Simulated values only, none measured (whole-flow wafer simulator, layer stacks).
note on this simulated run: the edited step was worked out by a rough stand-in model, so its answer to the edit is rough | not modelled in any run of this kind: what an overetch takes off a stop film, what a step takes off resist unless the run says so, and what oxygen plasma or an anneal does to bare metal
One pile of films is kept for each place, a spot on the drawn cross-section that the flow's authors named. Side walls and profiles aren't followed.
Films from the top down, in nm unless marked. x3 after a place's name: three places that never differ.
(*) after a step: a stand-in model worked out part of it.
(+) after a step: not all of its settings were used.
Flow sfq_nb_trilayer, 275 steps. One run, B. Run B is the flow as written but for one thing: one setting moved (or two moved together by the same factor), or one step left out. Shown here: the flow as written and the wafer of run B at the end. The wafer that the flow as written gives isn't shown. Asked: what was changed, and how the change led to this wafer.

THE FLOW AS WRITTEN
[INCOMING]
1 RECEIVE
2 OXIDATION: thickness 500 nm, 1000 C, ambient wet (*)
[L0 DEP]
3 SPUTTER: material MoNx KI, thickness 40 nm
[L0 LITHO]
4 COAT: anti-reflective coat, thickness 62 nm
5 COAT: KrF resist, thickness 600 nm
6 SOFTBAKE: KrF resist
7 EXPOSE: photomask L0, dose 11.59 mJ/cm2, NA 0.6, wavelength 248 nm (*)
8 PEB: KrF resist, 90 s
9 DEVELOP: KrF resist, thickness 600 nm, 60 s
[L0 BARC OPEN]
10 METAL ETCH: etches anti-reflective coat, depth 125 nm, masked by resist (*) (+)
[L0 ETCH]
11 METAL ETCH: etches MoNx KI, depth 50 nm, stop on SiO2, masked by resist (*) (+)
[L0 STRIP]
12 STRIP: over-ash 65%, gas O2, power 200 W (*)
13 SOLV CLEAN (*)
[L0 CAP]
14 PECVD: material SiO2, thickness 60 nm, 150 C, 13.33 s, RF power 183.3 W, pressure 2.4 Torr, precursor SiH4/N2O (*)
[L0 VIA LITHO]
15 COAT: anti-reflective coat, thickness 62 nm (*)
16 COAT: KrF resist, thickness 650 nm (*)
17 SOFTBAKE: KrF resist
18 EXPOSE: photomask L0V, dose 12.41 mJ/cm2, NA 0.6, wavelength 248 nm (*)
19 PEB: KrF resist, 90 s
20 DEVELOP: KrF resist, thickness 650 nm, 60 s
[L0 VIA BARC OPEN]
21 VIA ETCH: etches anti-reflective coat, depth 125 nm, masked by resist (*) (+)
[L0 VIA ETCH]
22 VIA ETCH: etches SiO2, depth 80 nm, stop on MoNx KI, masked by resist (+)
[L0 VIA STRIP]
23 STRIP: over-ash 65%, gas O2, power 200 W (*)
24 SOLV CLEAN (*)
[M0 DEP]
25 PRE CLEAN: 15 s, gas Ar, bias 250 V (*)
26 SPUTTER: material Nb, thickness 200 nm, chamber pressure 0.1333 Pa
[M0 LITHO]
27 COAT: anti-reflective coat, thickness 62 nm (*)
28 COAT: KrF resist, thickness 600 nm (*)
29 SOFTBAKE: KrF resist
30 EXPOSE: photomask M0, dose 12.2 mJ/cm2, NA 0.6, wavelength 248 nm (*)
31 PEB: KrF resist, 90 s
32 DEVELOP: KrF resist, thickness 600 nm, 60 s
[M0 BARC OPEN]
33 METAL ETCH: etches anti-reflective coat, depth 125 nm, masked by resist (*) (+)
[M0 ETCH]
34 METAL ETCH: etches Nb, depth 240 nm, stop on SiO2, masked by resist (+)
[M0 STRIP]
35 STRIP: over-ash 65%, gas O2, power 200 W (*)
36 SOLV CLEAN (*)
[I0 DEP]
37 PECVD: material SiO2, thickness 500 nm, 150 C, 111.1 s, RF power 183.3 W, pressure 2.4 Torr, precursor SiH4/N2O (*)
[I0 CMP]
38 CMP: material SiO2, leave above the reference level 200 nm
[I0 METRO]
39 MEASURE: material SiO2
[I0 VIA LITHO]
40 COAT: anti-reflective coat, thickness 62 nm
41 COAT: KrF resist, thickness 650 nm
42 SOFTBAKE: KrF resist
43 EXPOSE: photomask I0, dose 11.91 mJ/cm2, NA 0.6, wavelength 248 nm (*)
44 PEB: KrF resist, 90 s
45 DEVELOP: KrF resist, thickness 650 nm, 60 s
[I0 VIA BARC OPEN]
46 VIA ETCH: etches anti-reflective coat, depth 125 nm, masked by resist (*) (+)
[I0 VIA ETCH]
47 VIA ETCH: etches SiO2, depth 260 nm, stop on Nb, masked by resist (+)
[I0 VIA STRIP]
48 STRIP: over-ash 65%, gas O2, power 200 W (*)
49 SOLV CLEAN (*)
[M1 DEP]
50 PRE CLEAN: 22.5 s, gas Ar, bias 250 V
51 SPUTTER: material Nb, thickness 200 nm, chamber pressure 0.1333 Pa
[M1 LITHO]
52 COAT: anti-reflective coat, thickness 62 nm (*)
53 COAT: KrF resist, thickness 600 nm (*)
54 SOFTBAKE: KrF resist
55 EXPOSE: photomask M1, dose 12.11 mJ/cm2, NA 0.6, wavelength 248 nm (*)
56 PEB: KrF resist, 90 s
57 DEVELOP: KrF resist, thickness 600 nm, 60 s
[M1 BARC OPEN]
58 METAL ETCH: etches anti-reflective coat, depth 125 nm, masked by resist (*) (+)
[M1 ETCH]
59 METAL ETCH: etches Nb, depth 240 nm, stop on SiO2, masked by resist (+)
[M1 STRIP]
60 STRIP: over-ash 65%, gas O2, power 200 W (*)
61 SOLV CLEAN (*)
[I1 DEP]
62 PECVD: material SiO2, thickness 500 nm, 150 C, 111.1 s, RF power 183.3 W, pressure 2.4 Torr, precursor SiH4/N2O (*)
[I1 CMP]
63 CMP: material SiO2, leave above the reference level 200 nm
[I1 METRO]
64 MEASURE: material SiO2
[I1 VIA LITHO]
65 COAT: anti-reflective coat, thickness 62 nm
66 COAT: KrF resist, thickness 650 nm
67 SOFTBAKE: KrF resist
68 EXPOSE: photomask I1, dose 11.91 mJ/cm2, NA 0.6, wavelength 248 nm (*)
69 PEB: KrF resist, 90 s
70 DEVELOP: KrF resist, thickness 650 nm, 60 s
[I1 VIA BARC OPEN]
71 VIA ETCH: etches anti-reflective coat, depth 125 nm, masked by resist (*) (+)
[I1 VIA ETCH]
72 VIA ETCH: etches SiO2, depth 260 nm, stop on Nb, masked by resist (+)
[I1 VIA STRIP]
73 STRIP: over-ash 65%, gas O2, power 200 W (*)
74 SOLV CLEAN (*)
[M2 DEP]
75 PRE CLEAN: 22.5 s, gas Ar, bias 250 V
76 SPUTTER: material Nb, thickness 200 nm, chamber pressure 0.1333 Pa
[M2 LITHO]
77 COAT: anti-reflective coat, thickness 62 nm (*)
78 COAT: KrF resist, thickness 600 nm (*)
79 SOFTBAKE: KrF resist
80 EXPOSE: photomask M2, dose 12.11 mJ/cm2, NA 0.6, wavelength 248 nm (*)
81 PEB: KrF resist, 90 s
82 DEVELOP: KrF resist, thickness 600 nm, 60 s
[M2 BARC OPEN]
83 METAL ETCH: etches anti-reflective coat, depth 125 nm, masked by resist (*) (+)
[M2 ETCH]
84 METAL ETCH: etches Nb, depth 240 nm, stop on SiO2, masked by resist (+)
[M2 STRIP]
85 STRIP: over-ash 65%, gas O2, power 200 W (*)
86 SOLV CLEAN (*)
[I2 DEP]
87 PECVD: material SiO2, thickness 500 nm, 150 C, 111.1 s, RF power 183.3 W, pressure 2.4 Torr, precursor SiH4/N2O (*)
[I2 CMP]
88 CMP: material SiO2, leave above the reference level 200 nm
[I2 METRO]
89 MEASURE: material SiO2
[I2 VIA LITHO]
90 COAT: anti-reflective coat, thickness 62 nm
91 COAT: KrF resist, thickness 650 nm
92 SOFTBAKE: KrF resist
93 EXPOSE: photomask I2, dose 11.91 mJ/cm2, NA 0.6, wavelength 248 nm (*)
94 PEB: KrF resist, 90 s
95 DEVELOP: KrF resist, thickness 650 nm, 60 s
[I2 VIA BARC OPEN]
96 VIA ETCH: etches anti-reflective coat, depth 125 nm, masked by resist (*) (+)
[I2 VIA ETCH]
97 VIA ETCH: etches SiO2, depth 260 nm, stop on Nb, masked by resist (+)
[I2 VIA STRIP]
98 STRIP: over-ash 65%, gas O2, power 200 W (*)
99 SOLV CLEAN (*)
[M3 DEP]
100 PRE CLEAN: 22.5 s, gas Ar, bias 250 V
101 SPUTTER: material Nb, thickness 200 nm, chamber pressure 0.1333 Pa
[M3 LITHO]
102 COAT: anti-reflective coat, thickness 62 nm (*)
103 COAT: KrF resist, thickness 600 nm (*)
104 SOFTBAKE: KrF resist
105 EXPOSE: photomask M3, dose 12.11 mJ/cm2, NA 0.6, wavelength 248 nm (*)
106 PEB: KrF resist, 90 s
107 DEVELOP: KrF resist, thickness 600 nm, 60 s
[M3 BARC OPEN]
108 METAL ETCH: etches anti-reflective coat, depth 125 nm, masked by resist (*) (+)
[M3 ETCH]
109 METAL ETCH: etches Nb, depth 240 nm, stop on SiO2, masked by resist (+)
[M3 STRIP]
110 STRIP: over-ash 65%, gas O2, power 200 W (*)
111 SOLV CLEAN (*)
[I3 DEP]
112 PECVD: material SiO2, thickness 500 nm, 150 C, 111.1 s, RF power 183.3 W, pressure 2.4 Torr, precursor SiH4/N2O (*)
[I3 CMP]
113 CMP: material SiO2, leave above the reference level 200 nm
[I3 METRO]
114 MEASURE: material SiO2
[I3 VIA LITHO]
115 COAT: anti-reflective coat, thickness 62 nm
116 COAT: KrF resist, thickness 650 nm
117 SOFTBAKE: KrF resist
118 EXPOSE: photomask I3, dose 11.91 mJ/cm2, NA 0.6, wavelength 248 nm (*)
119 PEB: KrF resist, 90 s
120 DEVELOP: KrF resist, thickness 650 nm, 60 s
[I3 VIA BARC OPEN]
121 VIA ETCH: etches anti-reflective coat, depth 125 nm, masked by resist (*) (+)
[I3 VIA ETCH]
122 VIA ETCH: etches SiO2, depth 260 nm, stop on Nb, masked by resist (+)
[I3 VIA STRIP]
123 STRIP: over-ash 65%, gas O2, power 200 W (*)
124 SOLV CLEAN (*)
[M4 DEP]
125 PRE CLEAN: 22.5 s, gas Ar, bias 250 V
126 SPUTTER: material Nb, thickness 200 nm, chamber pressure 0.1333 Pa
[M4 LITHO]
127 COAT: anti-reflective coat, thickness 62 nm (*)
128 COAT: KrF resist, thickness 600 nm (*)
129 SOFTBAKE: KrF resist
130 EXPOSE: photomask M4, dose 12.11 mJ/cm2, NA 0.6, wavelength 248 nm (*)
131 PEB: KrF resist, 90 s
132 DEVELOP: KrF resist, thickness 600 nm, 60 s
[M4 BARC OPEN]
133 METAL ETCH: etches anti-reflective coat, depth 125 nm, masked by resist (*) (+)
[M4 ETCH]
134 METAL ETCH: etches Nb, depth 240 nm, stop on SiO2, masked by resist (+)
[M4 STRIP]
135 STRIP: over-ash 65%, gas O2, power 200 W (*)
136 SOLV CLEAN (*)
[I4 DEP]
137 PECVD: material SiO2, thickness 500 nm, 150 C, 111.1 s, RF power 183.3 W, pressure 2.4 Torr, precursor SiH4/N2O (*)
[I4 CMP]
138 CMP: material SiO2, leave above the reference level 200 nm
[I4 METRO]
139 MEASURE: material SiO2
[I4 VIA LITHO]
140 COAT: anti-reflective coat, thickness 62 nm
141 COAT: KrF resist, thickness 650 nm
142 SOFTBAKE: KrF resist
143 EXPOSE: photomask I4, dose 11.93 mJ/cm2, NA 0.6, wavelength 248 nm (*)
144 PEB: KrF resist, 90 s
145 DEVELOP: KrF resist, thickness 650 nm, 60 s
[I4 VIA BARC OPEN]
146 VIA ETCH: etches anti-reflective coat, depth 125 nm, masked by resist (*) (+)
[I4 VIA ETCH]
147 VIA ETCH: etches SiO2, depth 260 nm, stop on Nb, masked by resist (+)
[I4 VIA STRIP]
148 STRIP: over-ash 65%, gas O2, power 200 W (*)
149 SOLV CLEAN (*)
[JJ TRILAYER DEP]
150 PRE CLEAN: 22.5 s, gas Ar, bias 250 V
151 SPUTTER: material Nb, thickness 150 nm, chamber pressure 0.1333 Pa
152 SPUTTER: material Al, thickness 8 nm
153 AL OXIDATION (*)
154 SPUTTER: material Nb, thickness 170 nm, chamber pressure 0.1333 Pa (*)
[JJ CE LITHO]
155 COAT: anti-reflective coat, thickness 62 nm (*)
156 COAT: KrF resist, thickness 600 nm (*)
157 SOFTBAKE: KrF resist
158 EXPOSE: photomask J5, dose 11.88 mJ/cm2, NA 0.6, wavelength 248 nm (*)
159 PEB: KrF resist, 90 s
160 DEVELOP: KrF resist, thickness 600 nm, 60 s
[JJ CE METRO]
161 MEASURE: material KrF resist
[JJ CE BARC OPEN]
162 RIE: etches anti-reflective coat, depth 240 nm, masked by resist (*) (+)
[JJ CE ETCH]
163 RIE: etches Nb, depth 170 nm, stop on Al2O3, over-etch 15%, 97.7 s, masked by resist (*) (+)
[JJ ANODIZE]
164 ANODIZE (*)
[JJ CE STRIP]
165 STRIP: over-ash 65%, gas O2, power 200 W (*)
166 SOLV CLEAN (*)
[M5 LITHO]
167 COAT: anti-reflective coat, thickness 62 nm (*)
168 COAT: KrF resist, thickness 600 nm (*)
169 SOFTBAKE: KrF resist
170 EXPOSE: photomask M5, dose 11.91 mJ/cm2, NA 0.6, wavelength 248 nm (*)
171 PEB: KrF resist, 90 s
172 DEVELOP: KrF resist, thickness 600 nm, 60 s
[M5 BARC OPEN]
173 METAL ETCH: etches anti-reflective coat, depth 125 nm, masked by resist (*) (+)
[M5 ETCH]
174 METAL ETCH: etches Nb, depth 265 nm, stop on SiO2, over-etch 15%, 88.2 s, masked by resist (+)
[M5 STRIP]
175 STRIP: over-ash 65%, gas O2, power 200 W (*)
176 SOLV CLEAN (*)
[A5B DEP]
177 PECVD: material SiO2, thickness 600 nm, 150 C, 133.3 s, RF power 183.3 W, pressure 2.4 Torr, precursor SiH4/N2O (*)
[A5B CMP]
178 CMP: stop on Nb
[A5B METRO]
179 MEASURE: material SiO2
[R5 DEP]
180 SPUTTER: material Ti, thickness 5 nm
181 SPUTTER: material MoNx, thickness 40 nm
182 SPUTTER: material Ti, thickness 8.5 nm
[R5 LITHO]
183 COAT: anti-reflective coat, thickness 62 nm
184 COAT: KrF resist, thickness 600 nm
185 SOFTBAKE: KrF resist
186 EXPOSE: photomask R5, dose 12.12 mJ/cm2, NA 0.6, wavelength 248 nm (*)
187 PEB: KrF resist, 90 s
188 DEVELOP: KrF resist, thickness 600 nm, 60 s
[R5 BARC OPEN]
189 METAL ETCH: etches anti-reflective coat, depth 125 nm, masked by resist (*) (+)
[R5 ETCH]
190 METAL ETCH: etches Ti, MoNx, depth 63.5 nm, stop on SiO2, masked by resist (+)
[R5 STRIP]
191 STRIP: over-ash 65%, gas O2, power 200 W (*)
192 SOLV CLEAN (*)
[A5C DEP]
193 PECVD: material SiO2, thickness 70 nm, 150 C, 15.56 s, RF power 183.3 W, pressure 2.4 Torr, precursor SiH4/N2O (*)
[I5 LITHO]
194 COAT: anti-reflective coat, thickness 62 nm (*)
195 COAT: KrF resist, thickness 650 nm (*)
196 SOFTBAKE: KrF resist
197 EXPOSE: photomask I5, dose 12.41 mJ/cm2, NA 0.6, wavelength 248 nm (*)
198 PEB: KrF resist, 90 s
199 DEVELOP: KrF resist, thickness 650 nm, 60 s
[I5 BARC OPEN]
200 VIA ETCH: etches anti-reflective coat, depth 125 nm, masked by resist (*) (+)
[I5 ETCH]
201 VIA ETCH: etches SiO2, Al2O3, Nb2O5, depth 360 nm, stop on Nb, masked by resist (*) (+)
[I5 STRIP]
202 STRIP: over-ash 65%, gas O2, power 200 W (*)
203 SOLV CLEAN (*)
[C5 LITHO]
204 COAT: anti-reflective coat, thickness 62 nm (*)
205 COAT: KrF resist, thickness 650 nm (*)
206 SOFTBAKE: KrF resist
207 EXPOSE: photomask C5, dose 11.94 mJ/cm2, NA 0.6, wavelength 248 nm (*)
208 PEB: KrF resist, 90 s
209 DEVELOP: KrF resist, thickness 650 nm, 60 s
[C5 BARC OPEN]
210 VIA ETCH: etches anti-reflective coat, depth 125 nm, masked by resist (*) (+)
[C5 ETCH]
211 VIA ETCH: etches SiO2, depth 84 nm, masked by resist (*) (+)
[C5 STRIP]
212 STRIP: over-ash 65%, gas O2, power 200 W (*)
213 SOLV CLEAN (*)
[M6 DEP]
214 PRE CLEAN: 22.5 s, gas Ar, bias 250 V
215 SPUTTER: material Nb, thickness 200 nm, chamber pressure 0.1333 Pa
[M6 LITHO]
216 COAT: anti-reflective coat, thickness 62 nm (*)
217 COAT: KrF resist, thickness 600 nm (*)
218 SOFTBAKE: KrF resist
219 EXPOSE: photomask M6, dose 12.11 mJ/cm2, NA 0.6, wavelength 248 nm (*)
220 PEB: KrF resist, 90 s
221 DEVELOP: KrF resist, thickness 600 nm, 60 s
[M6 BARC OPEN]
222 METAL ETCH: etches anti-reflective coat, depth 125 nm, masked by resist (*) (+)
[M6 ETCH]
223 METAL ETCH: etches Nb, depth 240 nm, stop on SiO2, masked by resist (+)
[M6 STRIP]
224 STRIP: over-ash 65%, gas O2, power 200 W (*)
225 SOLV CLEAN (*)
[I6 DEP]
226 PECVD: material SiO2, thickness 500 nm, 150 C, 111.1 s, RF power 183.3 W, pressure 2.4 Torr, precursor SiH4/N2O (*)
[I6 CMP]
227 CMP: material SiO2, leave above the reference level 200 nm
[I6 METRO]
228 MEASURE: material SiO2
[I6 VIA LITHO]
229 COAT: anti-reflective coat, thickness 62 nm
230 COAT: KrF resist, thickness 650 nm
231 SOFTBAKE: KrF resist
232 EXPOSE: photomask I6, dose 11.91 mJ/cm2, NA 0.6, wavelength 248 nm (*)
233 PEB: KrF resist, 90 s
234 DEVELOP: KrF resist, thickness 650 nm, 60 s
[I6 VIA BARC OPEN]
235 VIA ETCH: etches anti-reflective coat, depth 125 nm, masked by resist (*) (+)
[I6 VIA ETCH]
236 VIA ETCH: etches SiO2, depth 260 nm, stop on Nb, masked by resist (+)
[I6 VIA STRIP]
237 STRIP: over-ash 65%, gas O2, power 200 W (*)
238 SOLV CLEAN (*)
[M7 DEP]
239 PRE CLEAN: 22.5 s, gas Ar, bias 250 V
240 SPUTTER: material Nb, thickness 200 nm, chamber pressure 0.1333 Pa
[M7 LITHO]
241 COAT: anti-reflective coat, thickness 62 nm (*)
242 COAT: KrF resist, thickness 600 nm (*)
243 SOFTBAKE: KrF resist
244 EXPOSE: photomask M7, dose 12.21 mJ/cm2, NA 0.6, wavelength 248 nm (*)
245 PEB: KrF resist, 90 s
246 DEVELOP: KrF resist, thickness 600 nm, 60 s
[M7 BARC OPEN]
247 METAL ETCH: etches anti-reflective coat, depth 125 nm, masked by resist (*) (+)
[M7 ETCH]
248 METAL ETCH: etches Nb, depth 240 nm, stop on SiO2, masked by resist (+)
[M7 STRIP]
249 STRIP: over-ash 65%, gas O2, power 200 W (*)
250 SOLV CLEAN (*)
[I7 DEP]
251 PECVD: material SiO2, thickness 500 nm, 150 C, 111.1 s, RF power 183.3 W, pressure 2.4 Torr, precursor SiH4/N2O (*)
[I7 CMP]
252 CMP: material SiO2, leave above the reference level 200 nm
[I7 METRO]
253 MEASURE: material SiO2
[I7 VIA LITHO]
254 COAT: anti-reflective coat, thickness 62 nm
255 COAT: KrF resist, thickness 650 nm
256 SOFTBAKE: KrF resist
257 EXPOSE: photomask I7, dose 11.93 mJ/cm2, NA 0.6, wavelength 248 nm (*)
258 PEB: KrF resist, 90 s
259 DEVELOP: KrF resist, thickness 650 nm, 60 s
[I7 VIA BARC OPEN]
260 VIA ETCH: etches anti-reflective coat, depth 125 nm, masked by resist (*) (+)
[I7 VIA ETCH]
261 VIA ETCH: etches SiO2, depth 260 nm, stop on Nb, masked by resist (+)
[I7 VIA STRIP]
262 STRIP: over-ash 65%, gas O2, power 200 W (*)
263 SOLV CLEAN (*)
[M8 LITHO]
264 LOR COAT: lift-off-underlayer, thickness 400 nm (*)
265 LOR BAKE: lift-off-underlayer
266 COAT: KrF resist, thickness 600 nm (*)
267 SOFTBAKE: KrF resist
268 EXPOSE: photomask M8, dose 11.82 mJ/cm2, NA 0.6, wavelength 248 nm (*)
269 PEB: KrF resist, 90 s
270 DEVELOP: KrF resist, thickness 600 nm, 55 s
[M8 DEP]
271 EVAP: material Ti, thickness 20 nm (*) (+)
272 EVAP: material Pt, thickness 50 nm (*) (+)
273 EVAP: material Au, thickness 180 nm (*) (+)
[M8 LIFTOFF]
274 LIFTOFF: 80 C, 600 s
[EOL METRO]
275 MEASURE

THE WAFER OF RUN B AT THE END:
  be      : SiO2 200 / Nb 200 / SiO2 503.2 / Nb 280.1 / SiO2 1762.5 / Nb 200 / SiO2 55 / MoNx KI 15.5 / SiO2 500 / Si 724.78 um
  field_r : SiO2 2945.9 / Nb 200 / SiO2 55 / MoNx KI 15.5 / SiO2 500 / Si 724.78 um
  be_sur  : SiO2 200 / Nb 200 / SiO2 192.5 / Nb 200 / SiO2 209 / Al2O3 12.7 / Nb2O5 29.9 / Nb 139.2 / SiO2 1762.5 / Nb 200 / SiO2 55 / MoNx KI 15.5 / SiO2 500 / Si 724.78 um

The cause: step 11, METAL ETCH: depth 24.5 nm was run, where the flow has depth 50 nm.

How the change led to this, step by step:
  11 METAL ETCH: etches MoNx KI, depth 50 nm, stop on SiO2, masked by resist (*) (+)
      v_sur, via_wl, via_w and 97 more: MoNx KI -24.5 (as written it would be: MoNx KI -40 (all of it))
      field_l, l0_sur, l0v, l0r_line_l, l0r_line_c, l0r_line_r: KrF resist -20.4 (as written it would be: KrF resist -41.7)
  12 STRIP: over-ash 65%, gas O2, power 200 W (*)
      field_l, l0_sur, l0v, l0r_line_l, l0r_line_c, l0r_line_r: KrF resist -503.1 (all of it), anti-reflective coat -62 (all of it) (as written it would be: KrF resist -481.9 (all of it), anti-reflective coat -62 (all of it))
  14 PECVD: material SiO2, thickness 60 nm, 150 C, 13.33 s, RF power 183.3 W, pressure 2.4 Torr, precursor SiH4/N2O (*)
      v_sur, via_wl, via_w and 97 more: SiO2 +60 (new film) (as written it would be: SiO2 +60)
  15 COAT: anti-reflective coat, thickness 62 nm (*)
      field_l: anti-reflective coat +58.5 (new film) (as written it would be: anti-reflective coat +56.7 (new film))
      v_sur: anti-reflective coat +68.3 (new film) (as written it would be: anti-reflective coat +72.2 (new film))
      (and at 3 more places)
  23 STRIP: over-ash 65%, gas O2, power 200 W (*)
      field_l: KrF resist -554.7 (all of it), anti-reflective coat -58.5 (all of it) (as written it would be: KrF resist -551.4 (all of it), anti-reflective coat -56.7 (all of it))
      v_sur: KrF resist -566.1 (all of it), anti-reflective coat -68.3 (all of it) (as written it would be: KrF resist -570.5 (all of it), anti-reflective coat -72.2 (all of it))
      (and at 3 more places)
  27 COAT: anti-reflective coat, thickness 62 nm (*)
      field_l: anti-reflective coat +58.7 (new film) (as written it would be: anti-reflective coat +56.9 (new film))
      v_sur: anti-reflective coat +68.3 (new film) (as written it would be: anti-reflective coat +72.3 (new film))
      (and at 3 more places)
  35 STRIP: over-ash 65%, gas O2, power 200 W (*)
      field_l: KrF resist -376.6 (all of it), anti-reflective coat -58.7 (all of it) (as written it would be: KrF resist -372.9 (all of it), anti-reflective coat -56.9 (all of it))
      v_sur: KrF resist -387.9 (all of it), anti-reflective coat -68.3 (all of it) (as written it would be: KrF resist -391.6 (all of it), anti-reflective coat -72.3 (all of it))
      (and at 3 more places)
  38 CMP: material SiO2, leave above the reference level 200 nm
      field_l, l0_sur, l0r_line_l, l0r_line_c, l0r_line_r: SiO2 -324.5 (as written it would be: SiO2 -340)
      l0v: SiO2 -262.3 (as written it would be: SiO2 -277.8)
Counting metal films that touch as one body, be has 4 bodies (between them, from the top down: SiO2 503.2; SiO2 1762.5; SiO2 55); the flow as written gives 3 bodies (between them, from the top down: SiO2 503.2; SiO2 1762.5).
Counting metal films that touch as one body, field_r has 2 bodies (between them, from the top down: SiO2 55); the flow as written gives 1 body.
Counting metal films that touch as one body, be_sur has 5 bodies (between them, from the top down: SiO2 192.5; SiO2 209 / Al2O3 12.7 / Nb2O5 29.9; SiO2 1762.5; SiO2 55); the flow as written gives 4 bodies (between them, from the top down: SiO2 192.5; SiO2 209 / Al2O3 12.7 / Nb2O5 29.9; SiO2 1762.5).
